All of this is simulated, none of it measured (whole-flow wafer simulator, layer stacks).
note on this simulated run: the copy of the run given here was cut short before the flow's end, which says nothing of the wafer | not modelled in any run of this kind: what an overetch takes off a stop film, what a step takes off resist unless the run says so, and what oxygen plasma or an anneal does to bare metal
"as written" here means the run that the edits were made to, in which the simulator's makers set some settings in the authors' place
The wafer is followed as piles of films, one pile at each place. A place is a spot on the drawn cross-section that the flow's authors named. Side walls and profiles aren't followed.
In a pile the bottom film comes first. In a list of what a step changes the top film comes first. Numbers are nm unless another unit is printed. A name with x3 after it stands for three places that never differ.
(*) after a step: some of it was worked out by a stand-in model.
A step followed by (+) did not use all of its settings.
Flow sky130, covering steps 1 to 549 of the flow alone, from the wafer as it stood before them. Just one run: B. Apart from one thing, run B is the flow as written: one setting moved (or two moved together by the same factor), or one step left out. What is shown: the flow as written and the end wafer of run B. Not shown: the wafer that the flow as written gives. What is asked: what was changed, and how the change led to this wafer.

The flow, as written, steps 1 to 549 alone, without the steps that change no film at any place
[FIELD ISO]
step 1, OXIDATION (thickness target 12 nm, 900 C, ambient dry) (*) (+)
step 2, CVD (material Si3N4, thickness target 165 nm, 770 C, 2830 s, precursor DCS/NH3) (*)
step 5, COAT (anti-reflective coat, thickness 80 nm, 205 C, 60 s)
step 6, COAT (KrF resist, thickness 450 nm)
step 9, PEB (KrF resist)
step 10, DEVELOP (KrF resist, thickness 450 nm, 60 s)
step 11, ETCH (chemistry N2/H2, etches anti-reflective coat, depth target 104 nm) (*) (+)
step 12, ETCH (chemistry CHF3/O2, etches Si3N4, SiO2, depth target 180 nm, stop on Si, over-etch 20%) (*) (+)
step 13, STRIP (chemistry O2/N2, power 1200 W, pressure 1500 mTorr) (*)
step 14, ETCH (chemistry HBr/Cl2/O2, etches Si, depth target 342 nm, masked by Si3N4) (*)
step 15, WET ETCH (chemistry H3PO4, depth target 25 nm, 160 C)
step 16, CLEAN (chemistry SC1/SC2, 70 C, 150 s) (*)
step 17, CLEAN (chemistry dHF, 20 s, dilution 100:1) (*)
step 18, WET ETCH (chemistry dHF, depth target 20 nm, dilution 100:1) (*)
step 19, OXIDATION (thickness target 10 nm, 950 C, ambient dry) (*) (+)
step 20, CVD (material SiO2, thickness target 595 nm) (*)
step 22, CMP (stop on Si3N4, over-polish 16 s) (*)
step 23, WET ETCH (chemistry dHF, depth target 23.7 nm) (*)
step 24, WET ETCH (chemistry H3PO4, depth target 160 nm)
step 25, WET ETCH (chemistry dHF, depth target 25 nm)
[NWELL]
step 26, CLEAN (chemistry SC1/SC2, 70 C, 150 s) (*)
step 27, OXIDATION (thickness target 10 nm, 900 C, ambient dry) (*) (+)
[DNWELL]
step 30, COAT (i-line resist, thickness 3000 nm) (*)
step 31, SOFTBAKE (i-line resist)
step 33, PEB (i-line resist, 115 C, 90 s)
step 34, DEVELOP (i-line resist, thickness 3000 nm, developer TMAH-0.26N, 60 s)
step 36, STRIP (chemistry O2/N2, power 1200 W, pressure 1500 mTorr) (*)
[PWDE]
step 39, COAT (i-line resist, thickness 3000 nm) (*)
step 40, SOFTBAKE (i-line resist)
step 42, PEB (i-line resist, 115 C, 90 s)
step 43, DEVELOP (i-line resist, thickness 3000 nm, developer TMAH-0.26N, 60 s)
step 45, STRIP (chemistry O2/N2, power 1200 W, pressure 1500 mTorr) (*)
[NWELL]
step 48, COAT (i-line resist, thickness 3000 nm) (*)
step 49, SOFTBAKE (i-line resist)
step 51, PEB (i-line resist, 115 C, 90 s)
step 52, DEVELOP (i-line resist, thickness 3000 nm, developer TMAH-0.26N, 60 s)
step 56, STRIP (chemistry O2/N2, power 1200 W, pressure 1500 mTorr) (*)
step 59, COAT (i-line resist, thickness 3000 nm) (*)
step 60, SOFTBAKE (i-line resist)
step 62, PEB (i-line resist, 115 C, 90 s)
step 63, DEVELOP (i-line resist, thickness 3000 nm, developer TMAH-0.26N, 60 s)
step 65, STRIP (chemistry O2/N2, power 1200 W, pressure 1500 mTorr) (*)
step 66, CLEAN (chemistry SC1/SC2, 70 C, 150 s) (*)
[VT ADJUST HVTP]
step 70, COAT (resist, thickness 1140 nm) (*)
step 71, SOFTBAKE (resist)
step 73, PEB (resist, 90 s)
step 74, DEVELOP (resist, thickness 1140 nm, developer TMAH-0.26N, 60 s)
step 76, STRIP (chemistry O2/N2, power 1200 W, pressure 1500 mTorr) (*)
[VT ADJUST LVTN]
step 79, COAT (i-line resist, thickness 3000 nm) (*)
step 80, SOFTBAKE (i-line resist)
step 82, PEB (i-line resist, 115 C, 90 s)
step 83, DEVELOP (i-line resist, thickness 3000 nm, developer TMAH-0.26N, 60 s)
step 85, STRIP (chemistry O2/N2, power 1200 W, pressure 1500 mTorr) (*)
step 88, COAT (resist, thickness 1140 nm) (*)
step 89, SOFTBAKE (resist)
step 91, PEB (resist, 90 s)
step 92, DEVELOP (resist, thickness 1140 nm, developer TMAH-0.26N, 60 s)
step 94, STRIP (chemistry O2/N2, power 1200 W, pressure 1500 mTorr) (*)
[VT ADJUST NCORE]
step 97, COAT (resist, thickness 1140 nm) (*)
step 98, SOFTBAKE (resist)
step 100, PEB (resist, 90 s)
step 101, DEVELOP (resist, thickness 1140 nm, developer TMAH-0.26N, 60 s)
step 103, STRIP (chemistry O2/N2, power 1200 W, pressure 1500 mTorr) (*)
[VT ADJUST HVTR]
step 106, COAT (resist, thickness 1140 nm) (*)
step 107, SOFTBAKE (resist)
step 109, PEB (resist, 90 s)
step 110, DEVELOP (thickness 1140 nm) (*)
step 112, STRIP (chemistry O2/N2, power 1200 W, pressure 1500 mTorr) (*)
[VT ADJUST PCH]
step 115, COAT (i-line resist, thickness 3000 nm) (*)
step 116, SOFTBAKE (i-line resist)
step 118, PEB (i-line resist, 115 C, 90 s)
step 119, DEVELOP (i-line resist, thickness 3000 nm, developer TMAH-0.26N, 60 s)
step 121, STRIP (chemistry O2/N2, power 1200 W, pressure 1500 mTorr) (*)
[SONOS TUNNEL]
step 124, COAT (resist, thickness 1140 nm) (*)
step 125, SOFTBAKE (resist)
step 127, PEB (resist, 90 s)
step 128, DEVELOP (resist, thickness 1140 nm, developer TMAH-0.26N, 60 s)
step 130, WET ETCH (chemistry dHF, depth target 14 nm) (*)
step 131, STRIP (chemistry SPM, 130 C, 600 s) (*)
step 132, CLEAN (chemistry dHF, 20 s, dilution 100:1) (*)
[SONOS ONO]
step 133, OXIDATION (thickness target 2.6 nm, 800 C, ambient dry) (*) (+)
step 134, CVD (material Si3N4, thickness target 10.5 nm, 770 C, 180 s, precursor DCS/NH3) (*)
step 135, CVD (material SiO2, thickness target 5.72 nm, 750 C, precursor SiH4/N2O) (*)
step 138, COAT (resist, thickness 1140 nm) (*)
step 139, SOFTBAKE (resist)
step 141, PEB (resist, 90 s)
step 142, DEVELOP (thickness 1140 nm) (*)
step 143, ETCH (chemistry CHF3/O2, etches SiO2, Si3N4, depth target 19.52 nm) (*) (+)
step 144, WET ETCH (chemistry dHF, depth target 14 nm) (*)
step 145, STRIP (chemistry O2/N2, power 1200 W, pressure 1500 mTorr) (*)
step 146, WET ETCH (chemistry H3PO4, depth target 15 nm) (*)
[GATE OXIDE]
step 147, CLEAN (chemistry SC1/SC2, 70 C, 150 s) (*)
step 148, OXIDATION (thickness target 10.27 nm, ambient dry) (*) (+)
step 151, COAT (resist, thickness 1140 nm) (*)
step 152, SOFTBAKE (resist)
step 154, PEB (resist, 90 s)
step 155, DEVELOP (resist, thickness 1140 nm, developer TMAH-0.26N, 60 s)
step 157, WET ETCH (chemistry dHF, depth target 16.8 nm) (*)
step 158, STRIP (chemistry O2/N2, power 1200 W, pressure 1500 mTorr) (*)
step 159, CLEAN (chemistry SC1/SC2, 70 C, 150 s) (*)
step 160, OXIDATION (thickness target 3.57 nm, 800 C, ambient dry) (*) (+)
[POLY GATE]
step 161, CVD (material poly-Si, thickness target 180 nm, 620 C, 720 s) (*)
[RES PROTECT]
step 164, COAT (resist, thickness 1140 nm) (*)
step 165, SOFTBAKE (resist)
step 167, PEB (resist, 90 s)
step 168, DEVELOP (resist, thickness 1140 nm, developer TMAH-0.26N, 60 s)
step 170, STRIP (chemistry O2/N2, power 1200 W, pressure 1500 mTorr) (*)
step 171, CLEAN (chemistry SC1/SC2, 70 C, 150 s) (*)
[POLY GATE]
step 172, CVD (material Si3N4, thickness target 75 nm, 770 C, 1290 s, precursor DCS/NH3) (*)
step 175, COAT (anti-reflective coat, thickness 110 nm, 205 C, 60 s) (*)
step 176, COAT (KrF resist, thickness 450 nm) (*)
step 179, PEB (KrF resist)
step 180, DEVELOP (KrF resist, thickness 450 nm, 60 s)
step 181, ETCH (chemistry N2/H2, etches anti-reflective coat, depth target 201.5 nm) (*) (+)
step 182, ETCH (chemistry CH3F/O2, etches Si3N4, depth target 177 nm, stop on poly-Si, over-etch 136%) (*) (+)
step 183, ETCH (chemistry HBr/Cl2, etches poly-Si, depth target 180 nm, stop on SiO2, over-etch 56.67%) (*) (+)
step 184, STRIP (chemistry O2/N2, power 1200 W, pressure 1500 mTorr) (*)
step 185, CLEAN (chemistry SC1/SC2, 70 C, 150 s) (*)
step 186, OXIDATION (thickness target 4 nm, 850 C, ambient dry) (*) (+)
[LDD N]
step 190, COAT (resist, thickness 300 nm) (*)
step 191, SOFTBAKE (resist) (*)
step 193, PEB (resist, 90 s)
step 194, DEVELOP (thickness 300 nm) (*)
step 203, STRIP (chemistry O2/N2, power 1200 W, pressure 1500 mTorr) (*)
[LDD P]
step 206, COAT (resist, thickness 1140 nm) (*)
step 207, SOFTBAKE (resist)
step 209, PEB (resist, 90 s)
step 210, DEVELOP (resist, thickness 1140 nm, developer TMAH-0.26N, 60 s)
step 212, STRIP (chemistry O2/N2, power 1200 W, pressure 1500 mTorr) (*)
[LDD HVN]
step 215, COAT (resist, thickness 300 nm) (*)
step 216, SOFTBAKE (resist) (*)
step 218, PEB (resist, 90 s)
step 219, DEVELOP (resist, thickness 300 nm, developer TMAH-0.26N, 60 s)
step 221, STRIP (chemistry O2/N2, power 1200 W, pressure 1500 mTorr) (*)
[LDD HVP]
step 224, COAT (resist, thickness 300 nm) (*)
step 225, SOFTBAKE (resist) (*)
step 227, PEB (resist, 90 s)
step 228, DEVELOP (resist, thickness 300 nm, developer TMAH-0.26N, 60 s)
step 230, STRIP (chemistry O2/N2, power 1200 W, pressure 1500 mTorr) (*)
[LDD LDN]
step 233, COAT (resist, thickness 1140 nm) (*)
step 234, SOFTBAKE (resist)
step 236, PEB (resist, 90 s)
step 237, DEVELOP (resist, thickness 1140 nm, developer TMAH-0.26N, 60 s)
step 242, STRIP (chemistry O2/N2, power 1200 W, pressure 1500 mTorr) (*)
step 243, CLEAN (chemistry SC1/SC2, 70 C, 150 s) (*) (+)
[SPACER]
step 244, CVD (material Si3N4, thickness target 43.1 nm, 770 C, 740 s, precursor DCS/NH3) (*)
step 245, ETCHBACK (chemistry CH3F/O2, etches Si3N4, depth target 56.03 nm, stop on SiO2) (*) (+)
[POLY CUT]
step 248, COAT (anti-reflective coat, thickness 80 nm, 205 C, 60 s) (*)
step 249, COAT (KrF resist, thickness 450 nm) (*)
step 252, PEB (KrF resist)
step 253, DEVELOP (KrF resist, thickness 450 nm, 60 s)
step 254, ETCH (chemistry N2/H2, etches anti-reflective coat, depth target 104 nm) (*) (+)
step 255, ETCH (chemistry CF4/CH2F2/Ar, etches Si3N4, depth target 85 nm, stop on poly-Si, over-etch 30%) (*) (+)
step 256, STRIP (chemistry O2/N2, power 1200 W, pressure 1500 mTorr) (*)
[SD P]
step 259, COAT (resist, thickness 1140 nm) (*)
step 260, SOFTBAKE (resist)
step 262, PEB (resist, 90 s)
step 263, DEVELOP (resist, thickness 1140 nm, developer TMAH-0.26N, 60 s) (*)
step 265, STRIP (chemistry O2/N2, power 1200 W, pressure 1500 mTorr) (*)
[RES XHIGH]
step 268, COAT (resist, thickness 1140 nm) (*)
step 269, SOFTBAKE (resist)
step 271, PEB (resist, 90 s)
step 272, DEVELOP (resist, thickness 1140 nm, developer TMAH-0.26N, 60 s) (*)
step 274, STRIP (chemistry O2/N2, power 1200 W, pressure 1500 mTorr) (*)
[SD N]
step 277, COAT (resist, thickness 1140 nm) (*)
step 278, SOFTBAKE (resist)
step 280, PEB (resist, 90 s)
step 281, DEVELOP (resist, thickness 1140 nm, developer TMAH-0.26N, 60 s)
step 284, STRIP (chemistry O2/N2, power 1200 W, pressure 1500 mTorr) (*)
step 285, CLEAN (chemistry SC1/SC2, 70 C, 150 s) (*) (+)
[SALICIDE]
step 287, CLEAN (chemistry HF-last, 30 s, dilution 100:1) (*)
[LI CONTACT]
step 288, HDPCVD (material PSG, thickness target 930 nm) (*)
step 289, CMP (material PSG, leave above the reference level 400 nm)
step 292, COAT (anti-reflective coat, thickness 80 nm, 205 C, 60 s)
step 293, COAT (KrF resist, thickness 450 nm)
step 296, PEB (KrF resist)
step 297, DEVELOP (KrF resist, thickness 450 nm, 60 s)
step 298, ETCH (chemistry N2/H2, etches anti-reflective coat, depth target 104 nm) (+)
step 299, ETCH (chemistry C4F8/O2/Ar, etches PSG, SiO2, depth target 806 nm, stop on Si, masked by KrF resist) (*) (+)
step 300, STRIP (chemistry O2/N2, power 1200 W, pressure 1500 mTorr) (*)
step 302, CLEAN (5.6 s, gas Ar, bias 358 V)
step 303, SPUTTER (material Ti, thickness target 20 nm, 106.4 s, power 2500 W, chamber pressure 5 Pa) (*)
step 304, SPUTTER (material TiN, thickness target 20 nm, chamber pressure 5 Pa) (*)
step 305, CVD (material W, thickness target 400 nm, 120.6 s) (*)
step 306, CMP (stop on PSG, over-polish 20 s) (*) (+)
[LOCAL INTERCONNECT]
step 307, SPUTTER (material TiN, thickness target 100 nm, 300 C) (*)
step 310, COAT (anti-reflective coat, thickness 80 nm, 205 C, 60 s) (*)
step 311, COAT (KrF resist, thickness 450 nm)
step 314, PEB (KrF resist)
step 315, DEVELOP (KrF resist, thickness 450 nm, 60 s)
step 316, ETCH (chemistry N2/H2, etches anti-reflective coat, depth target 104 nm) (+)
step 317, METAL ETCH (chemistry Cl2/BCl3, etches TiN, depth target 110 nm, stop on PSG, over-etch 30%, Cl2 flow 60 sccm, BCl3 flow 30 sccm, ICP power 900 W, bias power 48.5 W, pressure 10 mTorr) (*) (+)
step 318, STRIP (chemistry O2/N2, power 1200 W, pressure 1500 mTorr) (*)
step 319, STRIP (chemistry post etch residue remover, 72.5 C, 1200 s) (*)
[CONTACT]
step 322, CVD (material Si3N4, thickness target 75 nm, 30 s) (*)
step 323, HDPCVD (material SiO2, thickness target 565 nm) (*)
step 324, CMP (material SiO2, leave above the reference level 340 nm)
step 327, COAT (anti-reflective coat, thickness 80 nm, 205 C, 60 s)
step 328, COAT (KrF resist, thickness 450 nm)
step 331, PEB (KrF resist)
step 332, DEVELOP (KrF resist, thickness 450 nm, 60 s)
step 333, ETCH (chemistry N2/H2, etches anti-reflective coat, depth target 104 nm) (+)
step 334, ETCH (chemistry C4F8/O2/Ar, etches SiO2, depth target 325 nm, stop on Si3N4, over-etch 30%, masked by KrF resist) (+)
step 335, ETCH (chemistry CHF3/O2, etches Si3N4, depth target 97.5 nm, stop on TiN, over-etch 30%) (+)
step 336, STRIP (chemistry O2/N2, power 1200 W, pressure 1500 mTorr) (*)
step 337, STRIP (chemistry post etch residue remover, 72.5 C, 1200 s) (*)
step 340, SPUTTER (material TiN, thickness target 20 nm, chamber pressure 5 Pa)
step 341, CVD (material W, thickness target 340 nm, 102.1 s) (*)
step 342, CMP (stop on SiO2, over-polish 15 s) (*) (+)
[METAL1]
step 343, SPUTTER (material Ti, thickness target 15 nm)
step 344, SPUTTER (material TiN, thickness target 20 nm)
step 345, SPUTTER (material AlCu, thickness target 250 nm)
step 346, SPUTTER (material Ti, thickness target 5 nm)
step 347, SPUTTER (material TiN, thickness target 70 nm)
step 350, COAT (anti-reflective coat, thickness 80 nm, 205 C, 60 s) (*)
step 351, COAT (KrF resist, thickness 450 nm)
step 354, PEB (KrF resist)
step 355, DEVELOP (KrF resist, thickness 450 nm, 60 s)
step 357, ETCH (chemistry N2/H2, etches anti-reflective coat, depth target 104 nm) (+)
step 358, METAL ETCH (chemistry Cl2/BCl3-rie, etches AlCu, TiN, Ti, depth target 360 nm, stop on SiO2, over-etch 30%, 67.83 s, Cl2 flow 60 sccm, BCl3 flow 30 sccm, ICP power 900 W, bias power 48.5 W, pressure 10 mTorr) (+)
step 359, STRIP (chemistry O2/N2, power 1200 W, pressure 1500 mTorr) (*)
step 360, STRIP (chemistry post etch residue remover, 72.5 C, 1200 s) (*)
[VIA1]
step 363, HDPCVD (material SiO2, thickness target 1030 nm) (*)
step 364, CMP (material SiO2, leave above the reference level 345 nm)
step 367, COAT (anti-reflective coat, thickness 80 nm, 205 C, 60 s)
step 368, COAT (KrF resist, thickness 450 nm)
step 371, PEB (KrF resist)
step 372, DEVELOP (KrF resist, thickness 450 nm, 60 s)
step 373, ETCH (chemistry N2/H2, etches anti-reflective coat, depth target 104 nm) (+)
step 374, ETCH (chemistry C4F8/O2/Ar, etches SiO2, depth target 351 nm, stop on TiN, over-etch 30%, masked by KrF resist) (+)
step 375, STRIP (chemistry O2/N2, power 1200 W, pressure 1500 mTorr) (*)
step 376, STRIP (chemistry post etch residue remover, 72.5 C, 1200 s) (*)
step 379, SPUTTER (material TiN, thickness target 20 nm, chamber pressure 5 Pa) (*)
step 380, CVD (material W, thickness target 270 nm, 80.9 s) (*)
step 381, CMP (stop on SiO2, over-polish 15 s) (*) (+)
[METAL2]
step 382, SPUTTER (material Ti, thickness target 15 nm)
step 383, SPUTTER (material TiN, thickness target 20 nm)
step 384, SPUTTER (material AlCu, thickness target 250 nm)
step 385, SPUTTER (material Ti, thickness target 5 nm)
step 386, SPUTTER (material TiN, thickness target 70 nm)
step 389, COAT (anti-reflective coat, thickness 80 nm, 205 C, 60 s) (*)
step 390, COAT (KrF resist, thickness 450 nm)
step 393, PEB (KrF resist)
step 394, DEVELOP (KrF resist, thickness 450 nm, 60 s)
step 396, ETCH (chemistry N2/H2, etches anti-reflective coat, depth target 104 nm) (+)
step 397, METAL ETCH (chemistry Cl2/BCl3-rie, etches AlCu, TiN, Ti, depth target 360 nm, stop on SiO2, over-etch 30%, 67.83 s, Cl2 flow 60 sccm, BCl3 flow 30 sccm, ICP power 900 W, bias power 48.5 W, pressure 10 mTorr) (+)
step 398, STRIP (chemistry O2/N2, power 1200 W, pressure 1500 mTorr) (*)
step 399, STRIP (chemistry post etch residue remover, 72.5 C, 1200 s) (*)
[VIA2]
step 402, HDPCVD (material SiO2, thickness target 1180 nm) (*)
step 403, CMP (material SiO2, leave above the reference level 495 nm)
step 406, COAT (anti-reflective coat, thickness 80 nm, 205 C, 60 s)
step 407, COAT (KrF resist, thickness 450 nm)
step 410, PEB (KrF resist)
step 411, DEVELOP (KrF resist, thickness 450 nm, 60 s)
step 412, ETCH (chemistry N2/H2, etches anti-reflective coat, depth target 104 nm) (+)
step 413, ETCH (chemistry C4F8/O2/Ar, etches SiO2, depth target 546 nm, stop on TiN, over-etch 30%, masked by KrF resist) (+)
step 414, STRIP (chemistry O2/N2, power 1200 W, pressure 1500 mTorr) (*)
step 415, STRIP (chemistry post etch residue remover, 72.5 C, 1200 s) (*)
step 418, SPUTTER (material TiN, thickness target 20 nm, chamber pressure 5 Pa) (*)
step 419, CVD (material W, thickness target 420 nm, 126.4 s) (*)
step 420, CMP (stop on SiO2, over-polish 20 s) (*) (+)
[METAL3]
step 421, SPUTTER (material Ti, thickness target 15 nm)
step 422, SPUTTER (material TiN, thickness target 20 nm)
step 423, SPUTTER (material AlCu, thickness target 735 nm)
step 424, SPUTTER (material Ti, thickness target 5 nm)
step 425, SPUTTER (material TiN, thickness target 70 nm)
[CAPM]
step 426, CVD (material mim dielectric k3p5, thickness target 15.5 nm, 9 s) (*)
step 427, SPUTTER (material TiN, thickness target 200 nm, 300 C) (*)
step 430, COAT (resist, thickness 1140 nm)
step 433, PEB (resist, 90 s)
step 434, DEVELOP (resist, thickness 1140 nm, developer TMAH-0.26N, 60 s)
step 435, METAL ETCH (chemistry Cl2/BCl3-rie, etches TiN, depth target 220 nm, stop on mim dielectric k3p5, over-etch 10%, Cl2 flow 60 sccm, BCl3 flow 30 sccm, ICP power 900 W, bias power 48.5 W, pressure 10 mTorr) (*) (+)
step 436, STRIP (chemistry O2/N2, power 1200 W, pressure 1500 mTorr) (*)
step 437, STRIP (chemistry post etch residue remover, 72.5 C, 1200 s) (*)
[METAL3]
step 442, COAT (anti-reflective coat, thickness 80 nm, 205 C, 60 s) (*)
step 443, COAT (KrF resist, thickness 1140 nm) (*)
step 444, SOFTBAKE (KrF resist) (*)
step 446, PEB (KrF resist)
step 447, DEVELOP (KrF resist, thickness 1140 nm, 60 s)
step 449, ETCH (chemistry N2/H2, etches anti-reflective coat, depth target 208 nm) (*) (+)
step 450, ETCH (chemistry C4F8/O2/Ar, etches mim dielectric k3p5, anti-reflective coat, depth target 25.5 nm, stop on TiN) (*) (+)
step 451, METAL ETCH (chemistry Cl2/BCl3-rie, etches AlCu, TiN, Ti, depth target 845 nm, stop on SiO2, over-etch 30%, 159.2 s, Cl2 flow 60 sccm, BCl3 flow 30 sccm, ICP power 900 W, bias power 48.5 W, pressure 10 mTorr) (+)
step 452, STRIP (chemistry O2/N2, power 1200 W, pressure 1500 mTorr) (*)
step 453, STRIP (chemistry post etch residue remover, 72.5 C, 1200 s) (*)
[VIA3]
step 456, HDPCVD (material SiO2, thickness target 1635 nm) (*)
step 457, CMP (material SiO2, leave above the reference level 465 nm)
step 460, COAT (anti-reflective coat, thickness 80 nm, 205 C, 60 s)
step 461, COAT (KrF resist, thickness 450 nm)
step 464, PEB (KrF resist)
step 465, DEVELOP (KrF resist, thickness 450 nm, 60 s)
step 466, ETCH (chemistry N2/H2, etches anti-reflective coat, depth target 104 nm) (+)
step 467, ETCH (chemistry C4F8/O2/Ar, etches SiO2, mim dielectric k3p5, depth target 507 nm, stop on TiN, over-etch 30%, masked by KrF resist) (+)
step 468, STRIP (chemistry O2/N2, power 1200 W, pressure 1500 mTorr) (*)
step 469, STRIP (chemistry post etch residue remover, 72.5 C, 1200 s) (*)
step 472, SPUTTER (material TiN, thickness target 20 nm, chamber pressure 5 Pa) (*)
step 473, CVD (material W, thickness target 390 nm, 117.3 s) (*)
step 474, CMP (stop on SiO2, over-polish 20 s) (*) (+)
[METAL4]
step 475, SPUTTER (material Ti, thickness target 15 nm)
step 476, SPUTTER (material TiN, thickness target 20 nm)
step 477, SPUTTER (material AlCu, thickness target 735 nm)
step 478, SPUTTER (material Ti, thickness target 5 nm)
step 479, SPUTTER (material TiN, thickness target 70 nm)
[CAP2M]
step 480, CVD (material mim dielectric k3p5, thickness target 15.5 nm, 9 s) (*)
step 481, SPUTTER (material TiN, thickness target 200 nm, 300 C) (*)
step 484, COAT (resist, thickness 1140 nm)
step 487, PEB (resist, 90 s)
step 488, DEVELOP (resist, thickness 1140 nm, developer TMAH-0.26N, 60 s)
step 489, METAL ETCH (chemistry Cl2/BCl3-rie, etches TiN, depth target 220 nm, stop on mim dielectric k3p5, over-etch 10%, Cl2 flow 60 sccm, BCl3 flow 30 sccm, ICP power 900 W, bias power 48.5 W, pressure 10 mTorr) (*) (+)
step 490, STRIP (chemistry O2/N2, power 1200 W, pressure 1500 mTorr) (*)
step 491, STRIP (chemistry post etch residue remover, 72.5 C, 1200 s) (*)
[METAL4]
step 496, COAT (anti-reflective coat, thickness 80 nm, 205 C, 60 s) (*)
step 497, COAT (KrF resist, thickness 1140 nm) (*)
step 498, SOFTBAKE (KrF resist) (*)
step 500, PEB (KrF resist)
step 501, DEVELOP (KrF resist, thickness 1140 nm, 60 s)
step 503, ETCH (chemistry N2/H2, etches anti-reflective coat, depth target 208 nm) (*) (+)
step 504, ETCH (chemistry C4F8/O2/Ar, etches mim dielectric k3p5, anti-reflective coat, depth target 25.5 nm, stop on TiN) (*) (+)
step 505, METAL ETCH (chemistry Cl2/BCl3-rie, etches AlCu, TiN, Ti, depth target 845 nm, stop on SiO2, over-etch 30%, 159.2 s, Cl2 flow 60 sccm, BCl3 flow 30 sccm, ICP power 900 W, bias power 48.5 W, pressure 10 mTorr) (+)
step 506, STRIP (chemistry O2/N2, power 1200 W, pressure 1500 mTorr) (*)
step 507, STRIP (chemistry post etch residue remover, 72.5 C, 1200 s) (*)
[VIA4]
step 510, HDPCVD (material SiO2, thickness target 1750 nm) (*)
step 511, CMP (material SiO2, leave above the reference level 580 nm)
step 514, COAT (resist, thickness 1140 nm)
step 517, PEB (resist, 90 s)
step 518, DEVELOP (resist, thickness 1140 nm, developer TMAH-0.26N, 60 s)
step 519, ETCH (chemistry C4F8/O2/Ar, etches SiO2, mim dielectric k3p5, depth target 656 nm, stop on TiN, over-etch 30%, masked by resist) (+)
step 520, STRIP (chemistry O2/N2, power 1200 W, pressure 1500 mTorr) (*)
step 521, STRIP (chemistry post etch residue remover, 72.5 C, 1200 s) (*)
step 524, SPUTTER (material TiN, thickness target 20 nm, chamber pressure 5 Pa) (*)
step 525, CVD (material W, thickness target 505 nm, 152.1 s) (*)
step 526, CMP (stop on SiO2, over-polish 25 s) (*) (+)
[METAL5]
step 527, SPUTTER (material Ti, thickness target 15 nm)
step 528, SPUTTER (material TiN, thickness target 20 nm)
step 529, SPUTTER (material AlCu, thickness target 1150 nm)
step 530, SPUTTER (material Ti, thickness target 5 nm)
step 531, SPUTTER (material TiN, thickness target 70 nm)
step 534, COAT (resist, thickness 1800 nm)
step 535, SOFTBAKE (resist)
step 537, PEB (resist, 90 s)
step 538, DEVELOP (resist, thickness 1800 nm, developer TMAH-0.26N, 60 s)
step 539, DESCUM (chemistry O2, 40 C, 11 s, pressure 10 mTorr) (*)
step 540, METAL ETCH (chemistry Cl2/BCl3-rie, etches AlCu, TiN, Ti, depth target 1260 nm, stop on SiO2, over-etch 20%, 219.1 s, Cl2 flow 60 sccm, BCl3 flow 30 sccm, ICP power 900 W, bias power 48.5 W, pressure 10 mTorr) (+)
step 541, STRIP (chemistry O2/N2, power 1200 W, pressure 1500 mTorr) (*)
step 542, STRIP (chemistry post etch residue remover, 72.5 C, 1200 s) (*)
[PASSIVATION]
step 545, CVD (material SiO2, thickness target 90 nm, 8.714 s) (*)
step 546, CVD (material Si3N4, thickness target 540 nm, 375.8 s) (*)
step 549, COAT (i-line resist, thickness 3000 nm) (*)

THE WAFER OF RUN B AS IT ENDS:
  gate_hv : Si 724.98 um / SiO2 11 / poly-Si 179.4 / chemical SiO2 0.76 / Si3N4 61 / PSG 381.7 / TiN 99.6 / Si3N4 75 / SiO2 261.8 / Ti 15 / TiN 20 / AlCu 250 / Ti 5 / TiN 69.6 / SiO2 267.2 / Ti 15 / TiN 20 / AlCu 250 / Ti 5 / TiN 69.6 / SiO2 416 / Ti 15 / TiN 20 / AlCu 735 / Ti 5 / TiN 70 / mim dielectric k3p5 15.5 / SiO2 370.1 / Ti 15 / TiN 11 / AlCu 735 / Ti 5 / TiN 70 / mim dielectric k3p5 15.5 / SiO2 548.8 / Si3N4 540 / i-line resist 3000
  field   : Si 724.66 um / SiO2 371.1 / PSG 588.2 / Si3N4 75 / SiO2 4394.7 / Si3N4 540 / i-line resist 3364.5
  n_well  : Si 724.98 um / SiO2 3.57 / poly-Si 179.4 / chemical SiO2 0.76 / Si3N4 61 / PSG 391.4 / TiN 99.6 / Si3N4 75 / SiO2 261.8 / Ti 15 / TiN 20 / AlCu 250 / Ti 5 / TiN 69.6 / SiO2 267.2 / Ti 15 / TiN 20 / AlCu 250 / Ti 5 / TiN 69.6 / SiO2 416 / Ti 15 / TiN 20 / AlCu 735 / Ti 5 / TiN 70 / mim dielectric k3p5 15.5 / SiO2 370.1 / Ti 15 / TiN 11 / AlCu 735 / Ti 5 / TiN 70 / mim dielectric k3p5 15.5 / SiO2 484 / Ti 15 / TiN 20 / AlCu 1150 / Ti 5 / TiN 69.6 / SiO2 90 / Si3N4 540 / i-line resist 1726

The reason: step 476, SPUTTER: thickness target 11 nm was run, though the flow has thickness target 20 nm.
The wafer itself shows it: gate_hv has TiN 11, and step 476 as written asks for 20 nm.

The path from the change to this, step by step:
  step 476, SPUTTER (material TiN, thickness target 20 nm)
      field, active, n_well and 189 more: TiN gains 11 (new film) (it would be, as written: TiN gains 20 (new film))
  step 505, METAL ETCH (chemistry Cl2/BCl3-rie, etches AlCu, TiN, Ti, depth target 845 nm, stop on SiO2, over-etch 30%, 159.2 s, Cl2 flow 60 sccm, BCl3 flow 30 sccm, ICP power 900 W, bias power 48.5 W, pressure 10 mTorr) (+)
      field, active, gate and 70 more: TiN loses 70 (all of it), Ti loses 5 (all of it), AlCu loses 735 (all of it), TiN loses 11 (all of it), Ti loses 15 (all of it), SiO2 loses 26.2 (it would be, as written: TiN loses 70 (all of it), Ti loses 5 (all of it), AlCu loses 735 (all of it), TiN loses 20 (all of it), Ti loses 15 (all of it), SiO2 loses 25.4)
      vpp_iso1, mim_edge_plate, m1_ln and 12 more: TiN loses 70 (all of it), Ti loses 5 (all of it), AlCu loses 735 (all of it), TiN loses 11 (all of it), Ti loses 15 (all of it), SiO2 loses 26.2 (it would be, as written: TiN loses 70 (all of it), Ti loses 5 (all of it), AlCu loses 735 (all of it), TiN loses 20 (all of it), Ti loses 15 (all of it), SiO2 loses 25.3)
  step 511, CMP (material SiO2, leave above the reference level 580 nm)
      field, active, gate and 75 more: SiO2 loses 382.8 (it would be, as written: SiO2 loses 374.7)
      iso_guard__w1, mim_edge_gap, vpp_l1ln and 6 more: SiO2 loses 382.8 (it would be, as written: SiO2 loses 374.6)
      (also at 1 further place)
